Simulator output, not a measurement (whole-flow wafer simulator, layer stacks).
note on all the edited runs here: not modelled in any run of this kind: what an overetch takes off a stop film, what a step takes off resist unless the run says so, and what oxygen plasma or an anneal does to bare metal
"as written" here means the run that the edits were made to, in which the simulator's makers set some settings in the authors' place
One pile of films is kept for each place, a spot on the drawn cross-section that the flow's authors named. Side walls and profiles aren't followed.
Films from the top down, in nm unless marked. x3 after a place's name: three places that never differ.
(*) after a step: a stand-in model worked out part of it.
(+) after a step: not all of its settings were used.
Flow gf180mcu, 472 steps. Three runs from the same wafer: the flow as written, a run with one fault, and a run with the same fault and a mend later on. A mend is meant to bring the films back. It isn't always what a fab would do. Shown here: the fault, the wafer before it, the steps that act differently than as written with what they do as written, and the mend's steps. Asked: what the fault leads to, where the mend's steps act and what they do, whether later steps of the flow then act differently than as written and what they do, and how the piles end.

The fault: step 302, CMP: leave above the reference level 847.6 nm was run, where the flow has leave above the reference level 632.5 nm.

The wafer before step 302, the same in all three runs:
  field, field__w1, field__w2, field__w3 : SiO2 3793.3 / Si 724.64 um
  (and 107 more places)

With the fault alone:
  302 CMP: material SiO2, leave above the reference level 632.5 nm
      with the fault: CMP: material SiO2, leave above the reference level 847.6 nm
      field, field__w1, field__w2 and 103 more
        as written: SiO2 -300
        with the fault: SiO2 -84.9
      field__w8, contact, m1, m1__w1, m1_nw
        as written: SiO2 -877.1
        with the fault: SiO2 -662
  Later steps of the flow that act differently than as written:
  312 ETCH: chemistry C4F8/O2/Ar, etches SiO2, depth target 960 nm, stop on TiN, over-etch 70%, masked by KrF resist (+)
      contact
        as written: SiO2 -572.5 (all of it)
        with the fault: SiO2 -787.6 (all of it)
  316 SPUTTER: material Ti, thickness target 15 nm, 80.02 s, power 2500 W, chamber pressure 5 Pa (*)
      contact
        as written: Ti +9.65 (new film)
        with the fault: Ti +8.52 (new film)
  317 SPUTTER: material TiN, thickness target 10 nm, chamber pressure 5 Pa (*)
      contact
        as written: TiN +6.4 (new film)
        with the fault: TiN +5.65 (new film)
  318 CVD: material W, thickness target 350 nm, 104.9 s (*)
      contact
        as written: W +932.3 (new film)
        with the fault: W +1149.3 (new film)
  At the end the piles differ from the flow's by more than 2% or 0.5 nm, whichever is larger, at field, field__w1, field__w2 and 109 more.
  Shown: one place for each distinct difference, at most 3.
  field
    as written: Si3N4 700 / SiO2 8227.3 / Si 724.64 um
    with the fault: Si3N4 700 / SiO2 8442.4 / Si 724.64 um
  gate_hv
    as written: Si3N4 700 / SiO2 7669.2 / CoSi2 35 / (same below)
    with the fault: Si3N4 700 / SiO2 7884.3 / CoSi2 35 / (same below)
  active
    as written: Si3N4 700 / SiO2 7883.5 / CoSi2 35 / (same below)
    with the fault: Si3N4 700 / SiO2 8098.6 / CoSi2 35 / (same below)

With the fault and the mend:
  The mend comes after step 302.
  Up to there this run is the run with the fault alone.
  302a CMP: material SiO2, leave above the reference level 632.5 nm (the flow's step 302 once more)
      field, field__w1, field__w2 and 108 more
        SiO2 -215.1
  No later step of the flow acts differently than as written at any place that is followed.
  At the end the piles are the same as the flow's at every place that both follow.
